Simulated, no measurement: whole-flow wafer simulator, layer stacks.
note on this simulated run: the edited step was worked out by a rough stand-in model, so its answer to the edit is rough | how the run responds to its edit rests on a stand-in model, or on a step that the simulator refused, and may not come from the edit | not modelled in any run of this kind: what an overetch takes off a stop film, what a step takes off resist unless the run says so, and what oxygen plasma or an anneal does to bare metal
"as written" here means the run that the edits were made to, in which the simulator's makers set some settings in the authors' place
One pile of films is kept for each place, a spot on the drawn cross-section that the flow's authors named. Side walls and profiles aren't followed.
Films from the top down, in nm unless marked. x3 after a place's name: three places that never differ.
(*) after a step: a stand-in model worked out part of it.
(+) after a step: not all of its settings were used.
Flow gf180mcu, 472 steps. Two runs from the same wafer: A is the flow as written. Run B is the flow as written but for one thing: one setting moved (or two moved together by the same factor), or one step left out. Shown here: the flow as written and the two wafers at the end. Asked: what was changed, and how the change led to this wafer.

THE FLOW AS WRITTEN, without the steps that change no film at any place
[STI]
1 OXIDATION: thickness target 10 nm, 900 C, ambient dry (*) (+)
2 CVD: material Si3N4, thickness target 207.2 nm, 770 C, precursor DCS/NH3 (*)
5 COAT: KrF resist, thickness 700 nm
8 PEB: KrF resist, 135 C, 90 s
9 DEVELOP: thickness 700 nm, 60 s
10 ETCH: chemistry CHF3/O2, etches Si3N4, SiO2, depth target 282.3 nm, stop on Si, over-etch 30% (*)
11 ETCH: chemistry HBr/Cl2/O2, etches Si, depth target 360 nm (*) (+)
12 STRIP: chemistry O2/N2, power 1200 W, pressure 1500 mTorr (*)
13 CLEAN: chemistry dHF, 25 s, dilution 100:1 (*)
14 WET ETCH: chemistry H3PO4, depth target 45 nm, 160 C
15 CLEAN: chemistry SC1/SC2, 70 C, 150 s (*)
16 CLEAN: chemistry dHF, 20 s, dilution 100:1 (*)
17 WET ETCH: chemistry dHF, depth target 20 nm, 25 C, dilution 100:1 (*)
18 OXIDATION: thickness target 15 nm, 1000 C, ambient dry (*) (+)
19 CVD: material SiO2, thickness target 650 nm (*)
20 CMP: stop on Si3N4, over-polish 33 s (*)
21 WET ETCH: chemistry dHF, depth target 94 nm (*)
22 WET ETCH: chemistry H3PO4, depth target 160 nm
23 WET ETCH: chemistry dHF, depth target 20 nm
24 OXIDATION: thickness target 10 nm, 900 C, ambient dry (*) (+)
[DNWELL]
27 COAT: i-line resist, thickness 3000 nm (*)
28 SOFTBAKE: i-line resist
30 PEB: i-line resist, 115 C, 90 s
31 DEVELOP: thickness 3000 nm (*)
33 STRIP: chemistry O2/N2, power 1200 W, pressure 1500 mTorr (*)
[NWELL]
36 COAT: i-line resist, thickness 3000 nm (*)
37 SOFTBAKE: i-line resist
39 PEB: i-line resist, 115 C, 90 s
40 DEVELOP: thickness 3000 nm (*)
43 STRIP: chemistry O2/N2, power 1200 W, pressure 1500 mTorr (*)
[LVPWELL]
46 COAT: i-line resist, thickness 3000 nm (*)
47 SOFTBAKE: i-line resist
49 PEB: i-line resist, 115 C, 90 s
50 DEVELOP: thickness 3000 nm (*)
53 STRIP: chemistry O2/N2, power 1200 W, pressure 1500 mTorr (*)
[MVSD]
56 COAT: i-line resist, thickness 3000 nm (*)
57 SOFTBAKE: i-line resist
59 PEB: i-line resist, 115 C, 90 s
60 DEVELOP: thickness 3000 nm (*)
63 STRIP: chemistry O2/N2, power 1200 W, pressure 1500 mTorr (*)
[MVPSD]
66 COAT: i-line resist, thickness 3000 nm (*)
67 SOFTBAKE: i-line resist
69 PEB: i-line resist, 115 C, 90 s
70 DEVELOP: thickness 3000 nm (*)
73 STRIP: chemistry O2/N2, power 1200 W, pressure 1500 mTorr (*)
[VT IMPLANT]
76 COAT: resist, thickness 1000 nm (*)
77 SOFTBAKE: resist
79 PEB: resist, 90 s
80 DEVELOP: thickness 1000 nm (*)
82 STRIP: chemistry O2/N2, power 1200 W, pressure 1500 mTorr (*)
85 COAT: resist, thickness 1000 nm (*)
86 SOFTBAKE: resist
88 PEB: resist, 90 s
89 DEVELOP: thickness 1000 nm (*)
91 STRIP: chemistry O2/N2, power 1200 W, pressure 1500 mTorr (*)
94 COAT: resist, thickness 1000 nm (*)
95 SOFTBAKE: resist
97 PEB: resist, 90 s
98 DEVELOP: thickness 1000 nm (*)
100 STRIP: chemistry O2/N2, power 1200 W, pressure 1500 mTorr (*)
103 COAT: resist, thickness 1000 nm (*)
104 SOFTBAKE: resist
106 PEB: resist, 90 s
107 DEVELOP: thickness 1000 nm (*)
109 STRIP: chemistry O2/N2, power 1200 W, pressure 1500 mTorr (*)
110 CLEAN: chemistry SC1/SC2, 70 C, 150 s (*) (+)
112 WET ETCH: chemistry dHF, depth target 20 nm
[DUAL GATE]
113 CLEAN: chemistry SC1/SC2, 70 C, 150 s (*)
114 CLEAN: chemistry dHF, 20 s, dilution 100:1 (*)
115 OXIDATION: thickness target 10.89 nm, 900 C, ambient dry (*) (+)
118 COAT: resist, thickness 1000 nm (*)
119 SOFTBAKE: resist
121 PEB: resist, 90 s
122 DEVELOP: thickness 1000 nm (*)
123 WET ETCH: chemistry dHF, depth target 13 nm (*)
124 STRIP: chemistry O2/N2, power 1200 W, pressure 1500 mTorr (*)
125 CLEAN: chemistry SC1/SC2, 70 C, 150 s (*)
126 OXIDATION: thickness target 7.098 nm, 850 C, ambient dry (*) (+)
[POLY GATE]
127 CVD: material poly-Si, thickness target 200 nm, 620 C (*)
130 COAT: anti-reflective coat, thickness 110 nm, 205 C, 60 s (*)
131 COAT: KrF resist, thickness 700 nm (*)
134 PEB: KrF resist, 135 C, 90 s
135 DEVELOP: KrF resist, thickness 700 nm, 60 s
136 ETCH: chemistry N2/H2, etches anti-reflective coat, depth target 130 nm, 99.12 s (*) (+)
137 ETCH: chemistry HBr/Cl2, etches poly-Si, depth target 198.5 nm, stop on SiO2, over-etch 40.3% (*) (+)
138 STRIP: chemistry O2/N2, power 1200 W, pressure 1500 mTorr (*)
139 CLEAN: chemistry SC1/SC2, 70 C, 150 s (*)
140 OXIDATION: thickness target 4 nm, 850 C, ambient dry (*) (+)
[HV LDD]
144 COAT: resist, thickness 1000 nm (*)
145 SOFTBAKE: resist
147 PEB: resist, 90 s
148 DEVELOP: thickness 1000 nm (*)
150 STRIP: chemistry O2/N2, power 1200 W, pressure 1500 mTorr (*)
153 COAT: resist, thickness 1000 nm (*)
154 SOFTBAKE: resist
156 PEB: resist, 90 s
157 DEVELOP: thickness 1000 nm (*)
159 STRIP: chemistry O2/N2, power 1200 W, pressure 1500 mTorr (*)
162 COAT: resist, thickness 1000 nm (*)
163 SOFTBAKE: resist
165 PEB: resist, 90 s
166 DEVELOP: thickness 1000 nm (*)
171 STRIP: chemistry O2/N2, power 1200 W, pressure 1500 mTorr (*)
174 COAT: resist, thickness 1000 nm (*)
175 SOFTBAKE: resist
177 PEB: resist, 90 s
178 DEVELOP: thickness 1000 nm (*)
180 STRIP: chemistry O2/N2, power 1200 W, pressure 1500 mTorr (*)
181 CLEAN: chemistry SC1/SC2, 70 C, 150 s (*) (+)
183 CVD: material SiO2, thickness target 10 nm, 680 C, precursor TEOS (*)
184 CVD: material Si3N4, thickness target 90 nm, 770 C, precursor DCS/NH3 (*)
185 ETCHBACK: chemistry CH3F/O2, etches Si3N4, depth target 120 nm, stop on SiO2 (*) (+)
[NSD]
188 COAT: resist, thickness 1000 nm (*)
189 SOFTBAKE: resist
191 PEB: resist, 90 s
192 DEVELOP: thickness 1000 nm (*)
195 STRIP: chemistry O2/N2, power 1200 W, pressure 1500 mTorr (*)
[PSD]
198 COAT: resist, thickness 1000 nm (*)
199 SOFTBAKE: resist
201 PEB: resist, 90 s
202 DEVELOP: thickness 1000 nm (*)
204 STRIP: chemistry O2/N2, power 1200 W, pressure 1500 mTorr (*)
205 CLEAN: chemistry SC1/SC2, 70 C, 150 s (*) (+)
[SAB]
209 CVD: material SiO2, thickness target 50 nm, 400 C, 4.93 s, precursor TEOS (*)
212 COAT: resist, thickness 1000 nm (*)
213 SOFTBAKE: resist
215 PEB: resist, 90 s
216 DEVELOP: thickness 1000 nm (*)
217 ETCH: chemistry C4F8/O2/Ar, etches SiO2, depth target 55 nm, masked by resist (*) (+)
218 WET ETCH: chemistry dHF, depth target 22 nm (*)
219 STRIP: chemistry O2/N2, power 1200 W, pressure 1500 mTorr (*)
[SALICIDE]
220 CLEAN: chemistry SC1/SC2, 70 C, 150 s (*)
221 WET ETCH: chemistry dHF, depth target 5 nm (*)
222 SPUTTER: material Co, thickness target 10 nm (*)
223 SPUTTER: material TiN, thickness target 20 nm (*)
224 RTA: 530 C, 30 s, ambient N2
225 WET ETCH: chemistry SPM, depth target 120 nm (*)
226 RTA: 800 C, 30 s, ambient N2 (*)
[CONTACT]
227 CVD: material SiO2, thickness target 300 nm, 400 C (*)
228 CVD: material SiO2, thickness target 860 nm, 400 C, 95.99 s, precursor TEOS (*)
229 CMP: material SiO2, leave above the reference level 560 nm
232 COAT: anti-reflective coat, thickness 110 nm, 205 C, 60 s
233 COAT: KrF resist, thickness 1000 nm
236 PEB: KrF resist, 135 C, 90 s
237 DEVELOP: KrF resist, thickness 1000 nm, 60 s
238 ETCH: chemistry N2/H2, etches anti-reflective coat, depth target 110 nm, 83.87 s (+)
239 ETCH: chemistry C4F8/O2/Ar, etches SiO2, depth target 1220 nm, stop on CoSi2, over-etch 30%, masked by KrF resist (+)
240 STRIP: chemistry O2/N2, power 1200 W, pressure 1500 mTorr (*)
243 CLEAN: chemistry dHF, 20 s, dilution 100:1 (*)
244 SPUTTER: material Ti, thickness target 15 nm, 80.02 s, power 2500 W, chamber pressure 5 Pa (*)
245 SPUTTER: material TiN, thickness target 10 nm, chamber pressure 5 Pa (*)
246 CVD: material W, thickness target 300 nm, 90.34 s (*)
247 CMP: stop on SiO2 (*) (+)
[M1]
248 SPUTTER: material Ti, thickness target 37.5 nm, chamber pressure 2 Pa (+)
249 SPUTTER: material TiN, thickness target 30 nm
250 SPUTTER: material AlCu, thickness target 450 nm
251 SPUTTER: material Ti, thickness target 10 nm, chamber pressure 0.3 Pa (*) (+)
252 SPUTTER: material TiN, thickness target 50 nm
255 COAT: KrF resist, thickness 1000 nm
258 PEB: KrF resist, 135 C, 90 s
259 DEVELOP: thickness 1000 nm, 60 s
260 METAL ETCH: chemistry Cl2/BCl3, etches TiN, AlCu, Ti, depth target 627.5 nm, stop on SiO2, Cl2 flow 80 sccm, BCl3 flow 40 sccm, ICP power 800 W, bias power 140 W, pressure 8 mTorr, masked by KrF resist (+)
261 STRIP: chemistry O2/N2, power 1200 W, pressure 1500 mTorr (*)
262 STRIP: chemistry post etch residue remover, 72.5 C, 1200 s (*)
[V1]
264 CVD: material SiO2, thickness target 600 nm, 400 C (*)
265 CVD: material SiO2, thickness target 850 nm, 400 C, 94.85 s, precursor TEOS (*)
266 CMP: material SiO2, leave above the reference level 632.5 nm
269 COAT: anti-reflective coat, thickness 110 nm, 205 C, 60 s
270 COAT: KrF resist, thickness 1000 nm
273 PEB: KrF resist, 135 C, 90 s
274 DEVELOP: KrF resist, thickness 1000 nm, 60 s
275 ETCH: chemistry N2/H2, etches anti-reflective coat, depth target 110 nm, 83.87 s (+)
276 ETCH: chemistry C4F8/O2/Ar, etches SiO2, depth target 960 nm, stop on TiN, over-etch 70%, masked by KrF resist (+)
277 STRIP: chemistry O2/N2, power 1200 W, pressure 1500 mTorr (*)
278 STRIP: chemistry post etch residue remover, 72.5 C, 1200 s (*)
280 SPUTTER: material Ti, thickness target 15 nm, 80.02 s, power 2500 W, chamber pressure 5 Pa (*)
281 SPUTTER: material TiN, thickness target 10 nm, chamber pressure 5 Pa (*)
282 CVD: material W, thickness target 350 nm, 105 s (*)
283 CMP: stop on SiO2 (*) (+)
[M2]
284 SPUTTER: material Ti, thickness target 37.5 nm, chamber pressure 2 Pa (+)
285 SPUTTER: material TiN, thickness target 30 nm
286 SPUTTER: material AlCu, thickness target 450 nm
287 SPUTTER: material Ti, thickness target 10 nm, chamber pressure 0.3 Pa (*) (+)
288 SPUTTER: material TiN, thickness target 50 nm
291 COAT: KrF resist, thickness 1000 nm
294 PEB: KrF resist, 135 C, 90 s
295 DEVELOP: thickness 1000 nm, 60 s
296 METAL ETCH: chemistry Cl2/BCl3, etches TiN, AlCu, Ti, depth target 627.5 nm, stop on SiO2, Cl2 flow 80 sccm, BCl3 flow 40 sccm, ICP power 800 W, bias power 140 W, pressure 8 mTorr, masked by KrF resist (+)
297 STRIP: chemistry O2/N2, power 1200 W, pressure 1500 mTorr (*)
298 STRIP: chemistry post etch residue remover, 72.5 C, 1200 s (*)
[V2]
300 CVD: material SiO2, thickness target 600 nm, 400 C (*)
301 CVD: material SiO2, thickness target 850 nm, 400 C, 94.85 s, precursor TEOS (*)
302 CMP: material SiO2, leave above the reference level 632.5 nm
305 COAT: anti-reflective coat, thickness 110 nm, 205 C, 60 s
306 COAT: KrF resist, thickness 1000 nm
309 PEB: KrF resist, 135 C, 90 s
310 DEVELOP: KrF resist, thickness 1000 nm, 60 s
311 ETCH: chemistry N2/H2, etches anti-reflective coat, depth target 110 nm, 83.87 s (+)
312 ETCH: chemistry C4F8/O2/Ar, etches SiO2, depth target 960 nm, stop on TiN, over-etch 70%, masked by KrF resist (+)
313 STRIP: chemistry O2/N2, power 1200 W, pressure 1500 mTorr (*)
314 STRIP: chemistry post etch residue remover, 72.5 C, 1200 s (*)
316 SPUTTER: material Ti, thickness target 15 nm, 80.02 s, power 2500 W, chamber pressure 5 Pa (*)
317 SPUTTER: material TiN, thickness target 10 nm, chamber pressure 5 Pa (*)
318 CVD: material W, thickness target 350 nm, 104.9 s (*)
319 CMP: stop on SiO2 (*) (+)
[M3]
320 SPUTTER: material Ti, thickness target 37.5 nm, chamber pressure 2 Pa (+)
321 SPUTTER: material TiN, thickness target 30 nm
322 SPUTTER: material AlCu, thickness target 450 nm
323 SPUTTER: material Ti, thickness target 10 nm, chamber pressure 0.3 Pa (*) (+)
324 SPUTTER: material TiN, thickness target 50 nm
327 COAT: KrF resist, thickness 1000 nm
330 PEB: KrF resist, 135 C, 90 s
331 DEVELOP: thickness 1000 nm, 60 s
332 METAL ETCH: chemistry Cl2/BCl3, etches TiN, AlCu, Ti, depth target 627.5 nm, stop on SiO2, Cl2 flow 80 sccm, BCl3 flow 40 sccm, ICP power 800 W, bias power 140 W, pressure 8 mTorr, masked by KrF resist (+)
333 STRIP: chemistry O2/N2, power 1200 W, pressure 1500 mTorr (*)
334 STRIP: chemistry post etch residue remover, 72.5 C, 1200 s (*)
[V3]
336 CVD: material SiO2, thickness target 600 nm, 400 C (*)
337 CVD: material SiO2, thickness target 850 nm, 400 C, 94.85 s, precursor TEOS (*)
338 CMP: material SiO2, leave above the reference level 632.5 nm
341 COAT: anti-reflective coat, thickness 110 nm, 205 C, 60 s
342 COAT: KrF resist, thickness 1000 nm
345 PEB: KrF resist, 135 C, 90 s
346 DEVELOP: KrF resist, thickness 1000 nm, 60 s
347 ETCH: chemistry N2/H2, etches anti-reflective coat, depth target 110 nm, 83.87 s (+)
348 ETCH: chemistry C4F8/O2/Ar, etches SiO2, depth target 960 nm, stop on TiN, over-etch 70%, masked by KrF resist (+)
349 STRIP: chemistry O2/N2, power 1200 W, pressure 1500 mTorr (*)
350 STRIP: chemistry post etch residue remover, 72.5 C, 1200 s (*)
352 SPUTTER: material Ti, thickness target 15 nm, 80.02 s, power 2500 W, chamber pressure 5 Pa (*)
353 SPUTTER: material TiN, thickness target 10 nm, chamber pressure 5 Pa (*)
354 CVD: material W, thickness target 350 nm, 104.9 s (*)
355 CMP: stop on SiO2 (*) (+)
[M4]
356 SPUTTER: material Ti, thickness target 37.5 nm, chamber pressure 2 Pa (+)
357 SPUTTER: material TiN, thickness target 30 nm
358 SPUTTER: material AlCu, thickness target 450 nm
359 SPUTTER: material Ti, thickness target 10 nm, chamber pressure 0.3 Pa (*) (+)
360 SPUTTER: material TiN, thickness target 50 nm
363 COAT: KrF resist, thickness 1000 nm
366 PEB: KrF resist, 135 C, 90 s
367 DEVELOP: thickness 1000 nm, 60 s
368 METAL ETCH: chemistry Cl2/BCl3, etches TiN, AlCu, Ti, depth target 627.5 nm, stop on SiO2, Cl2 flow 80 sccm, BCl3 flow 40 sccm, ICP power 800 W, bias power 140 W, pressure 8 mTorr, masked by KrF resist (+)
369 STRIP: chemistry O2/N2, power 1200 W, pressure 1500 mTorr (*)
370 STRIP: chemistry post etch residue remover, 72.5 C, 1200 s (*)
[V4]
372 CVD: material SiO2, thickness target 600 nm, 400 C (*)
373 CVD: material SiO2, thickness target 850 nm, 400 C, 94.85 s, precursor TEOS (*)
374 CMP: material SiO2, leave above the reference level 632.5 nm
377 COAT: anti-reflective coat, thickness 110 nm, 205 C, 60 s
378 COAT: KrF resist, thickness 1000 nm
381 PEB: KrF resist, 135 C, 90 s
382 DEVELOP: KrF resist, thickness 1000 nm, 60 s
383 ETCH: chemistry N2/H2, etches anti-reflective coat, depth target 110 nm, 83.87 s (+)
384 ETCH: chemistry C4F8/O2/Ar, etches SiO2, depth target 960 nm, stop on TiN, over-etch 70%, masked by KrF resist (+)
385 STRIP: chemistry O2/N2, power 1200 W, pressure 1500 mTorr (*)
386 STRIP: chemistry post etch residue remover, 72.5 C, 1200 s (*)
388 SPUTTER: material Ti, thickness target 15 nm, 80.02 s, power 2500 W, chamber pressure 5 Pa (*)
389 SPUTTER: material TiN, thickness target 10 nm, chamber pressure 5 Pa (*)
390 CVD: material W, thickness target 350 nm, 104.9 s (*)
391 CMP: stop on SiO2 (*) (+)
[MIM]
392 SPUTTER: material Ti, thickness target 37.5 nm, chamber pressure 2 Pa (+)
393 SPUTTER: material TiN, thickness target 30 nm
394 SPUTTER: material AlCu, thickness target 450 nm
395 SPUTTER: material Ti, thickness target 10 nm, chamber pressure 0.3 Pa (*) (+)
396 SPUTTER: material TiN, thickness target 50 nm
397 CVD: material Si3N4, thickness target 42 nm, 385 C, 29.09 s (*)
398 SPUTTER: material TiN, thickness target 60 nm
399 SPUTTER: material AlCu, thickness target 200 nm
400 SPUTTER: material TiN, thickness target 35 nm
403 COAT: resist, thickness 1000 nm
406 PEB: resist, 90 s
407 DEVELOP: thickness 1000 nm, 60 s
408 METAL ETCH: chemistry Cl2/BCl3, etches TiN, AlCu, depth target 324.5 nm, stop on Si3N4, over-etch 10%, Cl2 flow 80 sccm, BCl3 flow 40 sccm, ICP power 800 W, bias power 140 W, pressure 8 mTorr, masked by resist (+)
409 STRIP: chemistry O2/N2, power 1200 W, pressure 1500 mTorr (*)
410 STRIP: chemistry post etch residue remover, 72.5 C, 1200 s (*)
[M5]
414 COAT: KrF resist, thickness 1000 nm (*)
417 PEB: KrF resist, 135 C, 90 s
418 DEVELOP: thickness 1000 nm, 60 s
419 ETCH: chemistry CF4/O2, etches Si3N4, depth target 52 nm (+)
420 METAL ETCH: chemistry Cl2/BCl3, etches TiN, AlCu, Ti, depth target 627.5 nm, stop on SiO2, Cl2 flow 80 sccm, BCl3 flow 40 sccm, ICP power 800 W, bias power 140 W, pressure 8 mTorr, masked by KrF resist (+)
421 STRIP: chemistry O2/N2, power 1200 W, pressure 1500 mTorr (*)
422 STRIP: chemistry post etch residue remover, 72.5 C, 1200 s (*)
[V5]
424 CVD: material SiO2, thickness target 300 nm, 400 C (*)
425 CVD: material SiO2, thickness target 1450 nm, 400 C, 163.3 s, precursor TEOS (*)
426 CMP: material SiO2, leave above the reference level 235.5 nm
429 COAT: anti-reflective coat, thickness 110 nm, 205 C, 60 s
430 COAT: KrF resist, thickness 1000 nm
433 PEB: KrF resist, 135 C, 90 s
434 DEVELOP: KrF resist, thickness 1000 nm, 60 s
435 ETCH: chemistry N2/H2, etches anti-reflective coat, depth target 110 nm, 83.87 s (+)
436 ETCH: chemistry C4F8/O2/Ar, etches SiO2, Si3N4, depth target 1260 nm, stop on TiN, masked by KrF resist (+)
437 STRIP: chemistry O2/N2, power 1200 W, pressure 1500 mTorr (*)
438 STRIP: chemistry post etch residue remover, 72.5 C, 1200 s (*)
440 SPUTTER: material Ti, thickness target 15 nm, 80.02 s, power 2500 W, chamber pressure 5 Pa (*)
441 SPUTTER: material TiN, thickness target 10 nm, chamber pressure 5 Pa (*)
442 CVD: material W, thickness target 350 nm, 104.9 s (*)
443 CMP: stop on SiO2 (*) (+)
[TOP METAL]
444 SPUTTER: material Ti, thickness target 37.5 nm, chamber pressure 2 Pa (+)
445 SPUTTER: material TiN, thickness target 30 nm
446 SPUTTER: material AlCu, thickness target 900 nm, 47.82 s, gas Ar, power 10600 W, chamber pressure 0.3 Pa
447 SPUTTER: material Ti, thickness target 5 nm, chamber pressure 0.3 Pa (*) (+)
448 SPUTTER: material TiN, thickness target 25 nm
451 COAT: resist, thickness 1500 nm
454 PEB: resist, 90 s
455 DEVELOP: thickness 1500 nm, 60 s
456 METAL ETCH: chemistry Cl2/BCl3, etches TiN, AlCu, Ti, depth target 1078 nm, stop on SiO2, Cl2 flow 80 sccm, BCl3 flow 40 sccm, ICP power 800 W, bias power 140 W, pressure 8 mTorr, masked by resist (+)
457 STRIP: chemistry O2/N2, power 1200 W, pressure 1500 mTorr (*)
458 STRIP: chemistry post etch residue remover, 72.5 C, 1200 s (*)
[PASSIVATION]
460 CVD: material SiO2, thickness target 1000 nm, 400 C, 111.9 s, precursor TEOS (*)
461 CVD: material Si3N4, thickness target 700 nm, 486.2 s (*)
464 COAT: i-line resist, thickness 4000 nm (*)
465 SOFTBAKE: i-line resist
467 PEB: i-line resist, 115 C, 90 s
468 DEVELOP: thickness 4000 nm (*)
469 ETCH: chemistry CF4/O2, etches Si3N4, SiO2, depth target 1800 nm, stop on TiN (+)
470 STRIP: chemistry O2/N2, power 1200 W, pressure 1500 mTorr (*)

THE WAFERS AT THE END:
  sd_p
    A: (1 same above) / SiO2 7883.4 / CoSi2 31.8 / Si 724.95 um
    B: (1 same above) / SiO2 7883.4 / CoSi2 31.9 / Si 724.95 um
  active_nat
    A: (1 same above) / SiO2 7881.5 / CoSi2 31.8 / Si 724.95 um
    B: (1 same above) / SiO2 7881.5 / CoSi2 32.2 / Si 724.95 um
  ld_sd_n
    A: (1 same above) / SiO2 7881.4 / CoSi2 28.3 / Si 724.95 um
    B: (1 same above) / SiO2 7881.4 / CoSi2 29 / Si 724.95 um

The cause: step 185, ETCHBACK: depth target 140 nm was run, where the flow has depth target 120 nm.

How the change led to this, step by step:
  185 ETCHBACK: chemistry CH3F/O2, etches Si3N4, depth target 120 nm, stop on SiO2 (*) (+)
      field, field__w1, field__w2 and 100 more: A Si3N4 -90 (all of it), SiO2 -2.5 | B Si3N4 -90 (all of it), SiO2 -4.17
  189 SOFTBAKE: resist
      field: A resist +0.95 | B nothing
      nw_enc_fld: A resist +1.02 | B resist +1.7
  199 SOFTBAKE: resist
      field: A resist +0.95 | B nothing
      nw_enc_fld: A resist +1.34 | B resist +2.08
  218 WET ETCH: chemistry dHF, depth target 22 nm (*)
      gate, gate_hv, gate_p and 23 more: A SiO2 -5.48 (all of it) | B SiO2 -3.66 (all of it)
      active, p_well, sd_n, iso_ptap_pw, iso_ntap_nw, iso_ptap_sub, vpnp_e: A SiO2 -9.01 (all of it) | B SiO2 -7.19 (all of it)
      (and at 16 more places)
  223 SPUTTER: material TiN, thickness target 20 nm (*)
      field__w2: A TiN +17 (new film) | B TiN +17.6 (new film)
      field__w3: A TiN +15.7 (new film) | B TiN +16.4 (new film)
      (and at 1 more place)
  224 RTA: 530 C, 30 s, ambient N2
      ld_drn_p: A under 1 film: CoSi +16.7 (new film), Co -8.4 (all of it), Si -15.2 | B under 1 film: CoSi +17.3 (new film), Co -8.69 (all of it), Si -15.8
  225 WET ETCH: chemistry SPM, depth target 120 nm (*)
      field__w2: A TiN -17 (all of it), Co -8.65 (all of it) | B TiN -17.6 (all of it), Co -8.93 (all of it)
      field__w3: A TiN -15.7 (all of it), Co -8.06 (all of it) | B TiN -16.4 (all of it), Co -8.37 (all of it)
      (and at 1 more place)
  226 RTA: 800 C, 30 s, ambient N2 (*)
      ld_sd_n: A CoSi2 +28.3 (new film), CoSi -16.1 (all of it), Si -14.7 | B CoSi2 +29 (new film), CoSi -16.5 (all of it), Si -15.1
      ld_drn_p: A CoSi2 +29.4 (new film), CoSi -16.7 (all of it), Si -15.2 | B CoSi2 +30.4 (new film), CoSi -17.3 (all of it), Si -15.8
